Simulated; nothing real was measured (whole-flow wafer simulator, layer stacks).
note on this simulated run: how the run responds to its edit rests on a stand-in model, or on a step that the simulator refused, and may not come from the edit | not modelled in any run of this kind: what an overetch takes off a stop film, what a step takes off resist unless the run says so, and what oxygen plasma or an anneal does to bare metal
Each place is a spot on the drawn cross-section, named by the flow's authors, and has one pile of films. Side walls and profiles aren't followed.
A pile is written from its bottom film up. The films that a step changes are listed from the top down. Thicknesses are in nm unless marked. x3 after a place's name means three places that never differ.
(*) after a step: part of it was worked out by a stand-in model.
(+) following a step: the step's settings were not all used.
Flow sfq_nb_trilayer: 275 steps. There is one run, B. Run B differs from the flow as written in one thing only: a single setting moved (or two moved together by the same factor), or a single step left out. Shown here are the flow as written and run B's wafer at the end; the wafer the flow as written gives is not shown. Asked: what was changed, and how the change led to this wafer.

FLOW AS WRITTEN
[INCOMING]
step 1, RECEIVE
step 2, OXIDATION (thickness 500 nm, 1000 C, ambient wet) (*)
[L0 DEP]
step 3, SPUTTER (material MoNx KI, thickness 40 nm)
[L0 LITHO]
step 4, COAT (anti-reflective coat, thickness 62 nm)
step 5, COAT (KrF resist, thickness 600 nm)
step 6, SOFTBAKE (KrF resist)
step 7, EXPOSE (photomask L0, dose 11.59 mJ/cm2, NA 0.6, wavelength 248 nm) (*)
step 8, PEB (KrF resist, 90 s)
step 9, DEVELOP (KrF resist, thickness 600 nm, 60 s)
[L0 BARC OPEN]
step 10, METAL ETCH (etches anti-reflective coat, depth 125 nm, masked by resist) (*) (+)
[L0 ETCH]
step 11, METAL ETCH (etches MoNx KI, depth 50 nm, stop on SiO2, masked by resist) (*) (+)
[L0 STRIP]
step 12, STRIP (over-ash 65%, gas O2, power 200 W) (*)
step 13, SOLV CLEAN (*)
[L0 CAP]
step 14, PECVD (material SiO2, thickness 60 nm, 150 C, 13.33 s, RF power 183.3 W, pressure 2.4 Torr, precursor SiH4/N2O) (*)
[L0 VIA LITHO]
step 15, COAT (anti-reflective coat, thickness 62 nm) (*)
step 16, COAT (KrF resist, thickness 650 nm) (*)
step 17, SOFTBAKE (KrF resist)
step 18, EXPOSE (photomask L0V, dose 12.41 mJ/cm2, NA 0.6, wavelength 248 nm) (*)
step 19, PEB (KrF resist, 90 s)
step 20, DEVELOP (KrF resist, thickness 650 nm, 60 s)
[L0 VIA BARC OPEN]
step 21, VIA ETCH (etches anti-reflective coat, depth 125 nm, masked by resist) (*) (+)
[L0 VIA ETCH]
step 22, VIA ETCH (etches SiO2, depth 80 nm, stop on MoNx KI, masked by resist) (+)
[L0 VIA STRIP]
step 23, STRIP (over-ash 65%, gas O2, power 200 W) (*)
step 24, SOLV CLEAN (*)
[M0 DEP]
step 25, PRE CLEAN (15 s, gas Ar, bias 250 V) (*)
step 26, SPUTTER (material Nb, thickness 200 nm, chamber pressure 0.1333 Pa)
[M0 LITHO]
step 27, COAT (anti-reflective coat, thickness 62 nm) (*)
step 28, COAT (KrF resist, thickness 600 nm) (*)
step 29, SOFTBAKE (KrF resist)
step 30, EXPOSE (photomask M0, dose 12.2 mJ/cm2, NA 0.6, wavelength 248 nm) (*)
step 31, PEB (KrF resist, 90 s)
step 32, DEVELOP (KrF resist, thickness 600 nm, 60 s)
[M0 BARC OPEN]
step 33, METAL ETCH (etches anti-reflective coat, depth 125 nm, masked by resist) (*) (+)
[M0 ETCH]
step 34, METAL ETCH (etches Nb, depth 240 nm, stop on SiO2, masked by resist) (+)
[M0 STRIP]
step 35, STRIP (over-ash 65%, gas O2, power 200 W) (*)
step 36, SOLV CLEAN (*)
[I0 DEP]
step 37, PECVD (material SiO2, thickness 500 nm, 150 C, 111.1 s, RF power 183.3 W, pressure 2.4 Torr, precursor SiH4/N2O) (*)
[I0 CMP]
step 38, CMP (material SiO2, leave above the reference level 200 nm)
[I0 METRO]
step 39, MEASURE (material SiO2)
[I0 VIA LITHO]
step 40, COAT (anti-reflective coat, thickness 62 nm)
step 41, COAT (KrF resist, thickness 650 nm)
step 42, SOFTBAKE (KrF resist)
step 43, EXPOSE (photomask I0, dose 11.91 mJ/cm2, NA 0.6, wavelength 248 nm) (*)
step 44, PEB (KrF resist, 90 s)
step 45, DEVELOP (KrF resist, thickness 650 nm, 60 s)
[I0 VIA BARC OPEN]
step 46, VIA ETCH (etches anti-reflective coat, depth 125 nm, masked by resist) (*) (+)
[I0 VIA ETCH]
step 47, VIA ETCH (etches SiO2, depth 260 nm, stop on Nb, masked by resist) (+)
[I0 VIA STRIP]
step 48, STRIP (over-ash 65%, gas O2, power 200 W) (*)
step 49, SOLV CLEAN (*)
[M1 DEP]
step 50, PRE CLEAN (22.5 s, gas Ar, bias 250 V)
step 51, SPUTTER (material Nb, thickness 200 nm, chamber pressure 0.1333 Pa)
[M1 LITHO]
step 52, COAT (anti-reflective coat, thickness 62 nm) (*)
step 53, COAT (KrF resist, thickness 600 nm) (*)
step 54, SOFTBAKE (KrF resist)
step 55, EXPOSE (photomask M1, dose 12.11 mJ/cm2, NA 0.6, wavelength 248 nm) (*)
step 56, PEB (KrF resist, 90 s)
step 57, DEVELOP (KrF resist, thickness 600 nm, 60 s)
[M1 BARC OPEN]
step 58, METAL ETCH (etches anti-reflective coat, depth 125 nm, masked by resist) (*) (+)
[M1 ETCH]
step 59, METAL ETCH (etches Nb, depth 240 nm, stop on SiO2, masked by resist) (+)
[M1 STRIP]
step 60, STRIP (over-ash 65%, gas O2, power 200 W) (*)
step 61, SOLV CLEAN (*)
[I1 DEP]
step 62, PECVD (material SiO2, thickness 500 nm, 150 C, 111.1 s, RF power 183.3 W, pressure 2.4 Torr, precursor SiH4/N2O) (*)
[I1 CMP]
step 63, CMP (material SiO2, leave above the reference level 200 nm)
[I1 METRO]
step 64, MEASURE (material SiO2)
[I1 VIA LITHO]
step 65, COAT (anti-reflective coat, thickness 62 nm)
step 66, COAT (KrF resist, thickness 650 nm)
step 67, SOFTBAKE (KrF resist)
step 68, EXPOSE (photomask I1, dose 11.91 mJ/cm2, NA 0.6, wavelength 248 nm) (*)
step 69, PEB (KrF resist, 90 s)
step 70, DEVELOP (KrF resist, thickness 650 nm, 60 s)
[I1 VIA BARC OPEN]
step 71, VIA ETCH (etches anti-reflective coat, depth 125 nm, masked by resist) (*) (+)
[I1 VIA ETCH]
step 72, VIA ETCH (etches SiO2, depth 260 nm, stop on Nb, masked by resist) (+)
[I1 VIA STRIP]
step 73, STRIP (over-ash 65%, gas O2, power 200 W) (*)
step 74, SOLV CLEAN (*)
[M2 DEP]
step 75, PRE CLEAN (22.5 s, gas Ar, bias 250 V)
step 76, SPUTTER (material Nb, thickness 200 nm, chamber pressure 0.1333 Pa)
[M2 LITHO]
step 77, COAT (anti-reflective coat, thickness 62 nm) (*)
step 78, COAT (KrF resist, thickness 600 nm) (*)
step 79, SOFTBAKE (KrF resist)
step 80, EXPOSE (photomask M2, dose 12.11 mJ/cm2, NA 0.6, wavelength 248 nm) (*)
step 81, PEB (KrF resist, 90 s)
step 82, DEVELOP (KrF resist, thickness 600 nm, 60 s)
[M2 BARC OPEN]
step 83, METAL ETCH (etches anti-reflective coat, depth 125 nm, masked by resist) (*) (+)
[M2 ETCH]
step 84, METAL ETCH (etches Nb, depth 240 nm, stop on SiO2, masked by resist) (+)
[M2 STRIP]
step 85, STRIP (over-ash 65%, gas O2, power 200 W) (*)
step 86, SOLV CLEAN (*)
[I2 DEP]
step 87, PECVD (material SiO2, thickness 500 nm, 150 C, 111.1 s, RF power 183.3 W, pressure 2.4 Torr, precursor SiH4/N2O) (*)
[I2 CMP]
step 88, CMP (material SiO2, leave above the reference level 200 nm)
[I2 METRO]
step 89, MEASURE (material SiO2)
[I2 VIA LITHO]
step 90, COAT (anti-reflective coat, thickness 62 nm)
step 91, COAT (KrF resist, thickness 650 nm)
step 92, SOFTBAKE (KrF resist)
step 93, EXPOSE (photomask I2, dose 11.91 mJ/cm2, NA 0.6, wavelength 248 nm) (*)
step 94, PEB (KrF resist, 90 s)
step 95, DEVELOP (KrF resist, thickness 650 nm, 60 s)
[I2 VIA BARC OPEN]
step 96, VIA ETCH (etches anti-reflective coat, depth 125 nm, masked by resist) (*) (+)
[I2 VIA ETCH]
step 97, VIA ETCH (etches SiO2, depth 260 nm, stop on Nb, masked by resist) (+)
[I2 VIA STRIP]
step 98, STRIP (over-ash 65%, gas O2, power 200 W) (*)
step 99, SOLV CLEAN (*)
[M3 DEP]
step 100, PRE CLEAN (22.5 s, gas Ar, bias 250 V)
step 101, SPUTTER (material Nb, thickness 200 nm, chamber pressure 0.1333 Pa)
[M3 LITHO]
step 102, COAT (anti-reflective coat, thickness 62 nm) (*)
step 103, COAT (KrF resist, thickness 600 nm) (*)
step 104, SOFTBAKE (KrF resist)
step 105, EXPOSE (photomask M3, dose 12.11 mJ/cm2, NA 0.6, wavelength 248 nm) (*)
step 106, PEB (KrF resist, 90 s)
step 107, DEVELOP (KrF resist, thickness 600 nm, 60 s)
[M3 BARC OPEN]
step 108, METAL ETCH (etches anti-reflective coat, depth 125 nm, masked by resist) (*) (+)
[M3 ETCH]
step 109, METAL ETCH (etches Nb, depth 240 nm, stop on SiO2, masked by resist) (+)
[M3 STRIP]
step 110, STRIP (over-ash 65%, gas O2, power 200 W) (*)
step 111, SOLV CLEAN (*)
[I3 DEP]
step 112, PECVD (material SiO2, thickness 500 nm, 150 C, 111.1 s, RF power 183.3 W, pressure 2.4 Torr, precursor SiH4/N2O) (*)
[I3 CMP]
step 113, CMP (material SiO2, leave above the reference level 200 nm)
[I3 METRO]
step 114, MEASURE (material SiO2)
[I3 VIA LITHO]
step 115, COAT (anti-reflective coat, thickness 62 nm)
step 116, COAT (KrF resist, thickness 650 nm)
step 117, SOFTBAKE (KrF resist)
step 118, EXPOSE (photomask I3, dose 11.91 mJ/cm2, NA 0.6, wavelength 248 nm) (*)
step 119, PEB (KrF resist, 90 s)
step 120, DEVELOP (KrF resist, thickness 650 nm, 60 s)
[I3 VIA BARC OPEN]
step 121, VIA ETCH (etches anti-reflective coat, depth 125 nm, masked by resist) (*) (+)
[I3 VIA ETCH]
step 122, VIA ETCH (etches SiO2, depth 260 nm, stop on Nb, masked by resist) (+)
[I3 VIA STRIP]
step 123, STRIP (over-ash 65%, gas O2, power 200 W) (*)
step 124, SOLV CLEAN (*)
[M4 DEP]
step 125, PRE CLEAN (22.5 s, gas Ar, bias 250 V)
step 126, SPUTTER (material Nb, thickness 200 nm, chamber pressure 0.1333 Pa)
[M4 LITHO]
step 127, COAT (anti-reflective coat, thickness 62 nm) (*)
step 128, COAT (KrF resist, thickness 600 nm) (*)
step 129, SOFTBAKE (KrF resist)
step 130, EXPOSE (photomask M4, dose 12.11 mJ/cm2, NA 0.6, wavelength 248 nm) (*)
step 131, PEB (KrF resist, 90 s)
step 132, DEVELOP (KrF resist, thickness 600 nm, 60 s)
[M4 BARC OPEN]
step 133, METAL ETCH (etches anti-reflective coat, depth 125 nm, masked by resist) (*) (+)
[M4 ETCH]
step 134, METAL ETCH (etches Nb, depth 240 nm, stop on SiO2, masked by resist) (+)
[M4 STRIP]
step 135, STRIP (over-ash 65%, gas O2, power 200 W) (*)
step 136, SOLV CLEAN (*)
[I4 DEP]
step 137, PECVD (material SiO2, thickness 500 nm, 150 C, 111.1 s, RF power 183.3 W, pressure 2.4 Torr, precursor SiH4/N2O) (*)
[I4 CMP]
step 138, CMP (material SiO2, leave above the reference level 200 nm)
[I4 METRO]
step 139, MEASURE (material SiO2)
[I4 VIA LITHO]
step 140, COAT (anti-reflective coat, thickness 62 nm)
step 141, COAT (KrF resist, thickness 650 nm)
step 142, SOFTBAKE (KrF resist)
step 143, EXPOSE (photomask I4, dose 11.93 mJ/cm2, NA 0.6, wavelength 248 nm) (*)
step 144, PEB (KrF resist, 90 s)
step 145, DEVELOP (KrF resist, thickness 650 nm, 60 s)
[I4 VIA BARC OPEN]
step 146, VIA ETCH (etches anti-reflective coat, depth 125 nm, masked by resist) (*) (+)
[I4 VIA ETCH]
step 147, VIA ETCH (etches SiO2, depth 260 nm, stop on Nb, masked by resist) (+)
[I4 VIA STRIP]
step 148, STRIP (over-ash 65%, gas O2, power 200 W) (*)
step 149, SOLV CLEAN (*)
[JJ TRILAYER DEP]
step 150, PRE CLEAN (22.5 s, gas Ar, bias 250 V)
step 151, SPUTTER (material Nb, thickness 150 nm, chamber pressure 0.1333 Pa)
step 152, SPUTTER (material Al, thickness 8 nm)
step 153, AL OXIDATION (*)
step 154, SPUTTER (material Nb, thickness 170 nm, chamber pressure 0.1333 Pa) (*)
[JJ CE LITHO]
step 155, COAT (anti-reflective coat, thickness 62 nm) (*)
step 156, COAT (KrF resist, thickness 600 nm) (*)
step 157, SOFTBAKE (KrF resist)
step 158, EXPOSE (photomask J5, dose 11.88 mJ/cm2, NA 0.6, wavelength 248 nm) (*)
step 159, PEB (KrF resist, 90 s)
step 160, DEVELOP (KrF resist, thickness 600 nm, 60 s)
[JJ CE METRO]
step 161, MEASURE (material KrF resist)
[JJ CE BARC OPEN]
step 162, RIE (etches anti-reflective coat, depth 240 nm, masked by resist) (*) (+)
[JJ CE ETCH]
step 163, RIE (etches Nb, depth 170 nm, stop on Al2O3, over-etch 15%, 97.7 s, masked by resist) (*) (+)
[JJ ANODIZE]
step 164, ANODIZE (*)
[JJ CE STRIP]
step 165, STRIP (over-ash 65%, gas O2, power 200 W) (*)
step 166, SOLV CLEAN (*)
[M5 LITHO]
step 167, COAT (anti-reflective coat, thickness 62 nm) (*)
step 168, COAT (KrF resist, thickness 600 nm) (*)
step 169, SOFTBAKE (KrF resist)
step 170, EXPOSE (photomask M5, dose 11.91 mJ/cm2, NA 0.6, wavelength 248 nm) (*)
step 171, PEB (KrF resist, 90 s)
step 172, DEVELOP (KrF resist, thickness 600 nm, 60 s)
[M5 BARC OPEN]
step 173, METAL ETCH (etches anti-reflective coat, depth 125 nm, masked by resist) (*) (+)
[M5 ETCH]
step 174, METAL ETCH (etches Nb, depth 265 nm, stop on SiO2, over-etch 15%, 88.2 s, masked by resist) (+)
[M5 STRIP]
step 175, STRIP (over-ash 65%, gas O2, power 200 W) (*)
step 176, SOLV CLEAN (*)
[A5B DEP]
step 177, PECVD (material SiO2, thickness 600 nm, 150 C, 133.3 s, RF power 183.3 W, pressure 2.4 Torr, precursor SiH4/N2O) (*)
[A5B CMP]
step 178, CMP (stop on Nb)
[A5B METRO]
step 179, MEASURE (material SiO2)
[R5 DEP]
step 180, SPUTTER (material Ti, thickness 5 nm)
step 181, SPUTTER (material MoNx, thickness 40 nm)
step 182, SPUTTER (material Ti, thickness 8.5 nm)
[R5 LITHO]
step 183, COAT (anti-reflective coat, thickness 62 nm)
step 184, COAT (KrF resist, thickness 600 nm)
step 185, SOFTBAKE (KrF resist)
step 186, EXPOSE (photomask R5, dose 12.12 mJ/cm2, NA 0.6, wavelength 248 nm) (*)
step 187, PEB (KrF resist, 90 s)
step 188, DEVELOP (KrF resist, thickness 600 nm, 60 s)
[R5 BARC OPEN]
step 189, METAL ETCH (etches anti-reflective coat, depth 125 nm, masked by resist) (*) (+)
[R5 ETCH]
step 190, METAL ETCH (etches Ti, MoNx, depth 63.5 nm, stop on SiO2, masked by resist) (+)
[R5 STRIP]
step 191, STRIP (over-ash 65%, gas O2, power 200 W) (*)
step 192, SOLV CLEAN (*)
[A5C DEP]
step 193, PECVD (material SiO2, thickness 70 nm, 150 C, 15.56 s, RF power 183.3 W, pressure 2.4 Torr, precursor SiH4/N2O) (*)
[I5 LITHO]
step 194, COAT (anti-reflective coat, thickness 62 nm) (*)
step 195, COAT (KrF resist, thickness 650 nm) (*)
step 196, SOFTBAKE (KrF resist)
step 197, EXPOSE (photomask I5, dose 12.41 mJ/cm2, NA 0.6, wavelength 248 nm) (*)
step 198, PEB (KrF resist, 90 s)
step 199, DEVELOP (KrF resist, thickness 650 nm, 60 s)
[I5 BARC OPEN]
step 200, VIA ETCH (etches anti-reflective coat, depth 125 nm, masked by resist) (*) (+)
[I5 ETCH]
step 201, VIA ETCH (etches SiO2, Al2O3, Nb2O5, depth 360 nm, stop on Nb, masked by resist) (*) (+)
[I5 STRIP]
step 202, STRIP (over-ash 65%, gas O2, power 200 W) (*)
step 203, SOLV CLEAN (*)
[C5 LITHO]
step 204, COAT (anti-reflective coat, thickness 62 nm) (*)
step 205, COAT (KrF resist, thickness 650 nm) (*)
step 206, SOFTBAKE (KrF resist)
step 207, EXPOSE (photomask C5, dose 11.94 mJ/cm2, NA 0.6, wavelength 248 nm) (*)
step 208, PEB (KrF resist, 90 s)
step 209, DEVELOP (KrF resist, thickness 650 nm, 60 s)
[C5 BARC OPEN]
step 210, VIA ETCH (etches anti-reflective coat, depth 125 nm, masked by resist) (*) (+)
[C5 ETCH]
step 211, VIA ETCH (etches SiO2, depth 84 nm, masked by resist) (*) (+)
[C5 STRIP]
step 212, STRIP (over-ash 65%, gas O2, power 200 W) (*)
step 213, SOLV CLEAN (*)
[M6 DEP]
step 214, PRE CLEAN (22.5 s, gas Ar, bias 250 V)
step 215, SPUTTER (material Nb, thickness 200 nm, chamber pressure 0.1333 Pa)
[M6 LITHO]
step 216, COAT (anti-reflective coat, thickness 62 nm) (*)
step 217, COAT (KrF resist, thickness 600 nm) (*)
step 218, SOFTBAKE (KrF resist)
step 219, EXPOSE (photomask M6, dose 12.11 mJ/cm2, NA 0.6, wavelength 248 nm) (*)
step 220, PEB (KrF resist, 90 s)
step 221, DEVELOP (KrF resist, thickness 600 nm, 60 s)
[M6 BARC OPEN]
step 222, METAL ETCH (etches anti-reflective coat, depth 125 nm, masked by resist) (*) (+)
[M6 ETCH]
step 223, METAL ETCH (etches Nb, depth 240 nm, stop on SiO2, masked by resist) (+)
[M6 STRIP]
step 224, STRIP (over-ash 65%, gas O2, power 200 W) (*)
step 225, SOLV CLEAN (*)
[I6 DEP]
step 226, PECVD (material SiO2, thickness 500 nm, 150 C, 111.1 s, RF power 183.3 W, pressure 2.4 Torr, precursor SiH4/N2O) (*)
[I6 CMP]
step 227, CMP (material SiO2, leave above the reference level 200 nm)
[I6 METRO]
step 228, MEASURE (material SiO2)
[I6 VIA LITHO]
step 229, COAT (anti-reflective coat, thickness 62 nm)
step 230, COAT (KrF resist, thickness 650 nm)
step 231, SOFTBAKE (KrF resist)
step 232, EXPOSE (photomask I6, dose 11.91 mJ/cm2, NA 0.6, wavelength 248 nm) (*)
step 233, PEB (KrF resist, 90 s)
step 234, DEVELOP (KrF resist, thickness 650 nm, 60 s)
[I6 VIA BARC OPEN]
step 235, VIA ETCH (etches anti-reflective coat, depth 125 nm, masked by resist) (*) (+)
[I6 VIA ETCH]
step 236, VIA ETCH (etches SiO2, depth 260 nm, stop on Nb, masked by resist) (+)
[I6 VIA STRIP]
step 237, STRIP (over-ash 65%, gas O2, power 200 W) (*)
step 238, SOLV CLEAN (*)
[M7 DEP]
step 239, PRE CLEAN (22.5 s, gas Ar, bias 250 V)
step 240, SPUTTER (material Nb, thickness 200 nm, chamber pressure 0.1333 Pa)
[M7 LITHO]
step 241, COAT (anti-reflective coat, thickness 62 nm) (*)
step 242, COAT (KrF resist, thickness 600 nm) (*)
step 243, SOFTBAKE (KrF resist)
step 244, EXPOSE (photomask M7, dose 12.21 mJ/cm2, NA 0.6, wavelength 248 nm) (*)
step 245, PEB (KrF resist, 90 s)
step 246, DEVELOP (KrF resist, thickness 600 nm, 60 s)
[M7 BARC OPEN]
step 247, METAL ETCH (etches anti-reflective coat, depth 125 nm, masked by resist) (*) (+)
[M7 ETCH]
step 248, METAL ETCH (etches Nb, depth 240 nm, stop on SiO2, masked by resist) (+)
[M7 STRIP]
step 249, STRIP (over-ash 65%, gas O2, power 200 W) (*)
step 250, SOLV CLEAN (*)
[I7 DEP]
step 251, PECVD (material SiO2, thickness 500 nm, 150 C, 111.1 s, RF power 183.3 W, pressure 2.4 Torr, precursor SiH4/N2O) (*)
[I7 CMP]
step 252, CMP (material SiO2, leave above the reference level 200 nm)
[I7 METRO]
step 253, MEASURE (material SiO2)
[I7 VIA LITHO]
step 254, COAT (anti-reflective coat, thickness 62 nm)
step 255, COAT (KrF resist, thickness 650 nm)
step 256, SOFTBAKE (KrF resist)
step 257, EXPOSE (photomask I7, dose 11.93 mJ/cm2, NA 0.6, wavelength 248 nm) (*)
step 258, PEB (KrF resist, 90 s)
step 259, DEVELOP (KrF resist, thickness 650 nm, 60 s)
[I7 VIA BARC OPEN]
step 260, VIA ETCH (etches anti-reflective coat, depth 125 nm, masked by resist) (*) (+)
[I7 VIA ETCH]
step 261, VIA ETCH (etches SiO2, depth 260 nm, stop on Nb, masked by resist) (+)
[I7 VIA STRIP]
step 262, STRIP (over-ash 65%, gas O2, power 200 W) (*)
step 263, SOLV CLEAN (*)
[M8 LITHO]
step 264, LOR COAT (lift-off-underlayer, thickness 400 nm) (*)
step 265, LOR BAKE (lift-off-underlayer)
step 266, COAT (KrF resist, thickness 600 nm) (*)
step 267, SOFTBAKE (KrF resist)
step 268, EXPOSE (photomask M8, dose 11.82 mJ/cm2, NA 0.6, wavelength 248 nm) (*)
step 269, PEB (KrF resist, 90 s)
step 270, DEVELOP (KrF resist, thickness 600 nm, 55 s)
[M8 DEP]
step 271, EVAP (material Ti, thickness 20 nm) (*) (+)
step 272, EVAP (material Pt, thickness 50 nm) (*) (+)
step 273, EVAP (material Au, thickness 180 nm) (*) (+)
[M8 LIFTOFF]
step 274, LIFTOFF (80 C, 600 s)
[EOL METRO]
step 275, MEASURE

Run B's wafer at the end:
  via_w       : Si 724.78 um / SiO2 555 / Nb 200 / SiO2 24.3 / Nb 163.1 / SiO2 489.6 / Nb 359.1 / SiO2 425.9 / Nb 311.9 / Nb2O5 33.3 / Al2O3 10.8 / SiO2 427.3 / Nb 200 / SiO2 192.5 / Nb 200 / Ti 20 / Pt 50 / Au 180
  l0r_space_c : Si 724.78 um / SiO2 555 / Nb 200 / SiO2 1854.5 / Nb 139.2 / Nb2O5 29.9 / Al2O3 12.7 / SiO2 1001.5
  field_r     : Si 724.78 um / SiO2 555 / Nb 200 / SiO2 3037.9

Cause: step 38, CMP: leave above the reference level 292 nm was run, while the flow as written has leave above the reference level 200 nm.

How this came from the change, step by step:
  step 38, CMP (material SiO2, leave above the reference level 200 nm)
      v_sur, via_wl, via_w and 94 more: SiO2 loses 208 (in the flow as written it would be: SiO2 loses 300)
      field_l, l0_sur, l0r_line_l, l0r_line_c, l0r_line_r: SiO2 loses 248 (in the flow as written it would be: SiO2 loses 340)
      (also at 4 further places)
  step 47, VIA ETCH (etches SiO2, depth 260 nm, stop on Nb, masked by resist) (+)
      via_w: SiO2 loses 260 (in the flow as written it would be: SiO2 loses 199.8 (all of it))
  step 50, PRE CLEAN (22.5 s, gas Ar, bias 250 V)
      via_w: SiO2 loses 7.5 (in the flow as written it would be: Nb loses 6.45)
  step 51, SPUTTER (material Nb, thickness 200 nm, chamber pressure 0.1333 Pa)
      via_w: Nb gains 163.1 (new film) (in the flow as written it would be: Nb gains 174.5)
  step 52, COAT (anti-reflective coat, thickness 62 nm) (*)
      via_w: anti-reflective coat gains 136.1 (new film) (in the flow as written it would be: anti-reflective coat gains 123.1 (new film))
      via_wr: anti-reflective coat gains 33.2 (new film) (in the flow as written it would be: anti-reflective coat gains 34.9 (new film))
  step 53, COAT (KrF resist, thickness 600 nm) (*)
      via_w: KrF resist gains 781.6 (new film) (in the flow as written it would be: KrF resist gains 731.8 (new film))
  step 60, STRIP (over-ash 65%, gas O2, power 200 W) (*)
      via_w: KrF resist loses 563.6 (all of it), anti-reflective coat loses 136.1 (all of it) (in the flow as written it would be: KrF resist loses 513.8 (all of it), anti-reflective coat loses 123.1 (all of it))
      via_wr: KrF resist loses 378.6 (all of it), anti-reflective coat loses 33.2 (all of it) (in the flow as written it would be: KrF resist loses 384.4 (all of it), anti-reflective coat loses 34.9 (all of it))
  step 62, PECVD (material SiO2, thickness 500 nm, 150 C, 111.1 s, RF power 183.3 W, pressure 2.4 Torr, precursor SiH4/N2O) (*)
      via_w: SiO2 gains 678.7 (new film) (in the flow as written it would be: SiO2 gains 606 (new film))
Taking metal films that touch as one body, via_w has 6 bodies (between them, from the top down: SiO2 192.5; SiO2 427.3 / Al2O3 10.8 / Nb2O5 33.3; SiO2 425.9; SiO2 489.6; SiO2 24.3); the flow as written gives 5 bodies (between them, from the top down: SiO2 192.5; SiO2 427.3 / Al2O3 10.8 / Nb2O5 33.3; SiO2 425.9; SiO2 416.9).
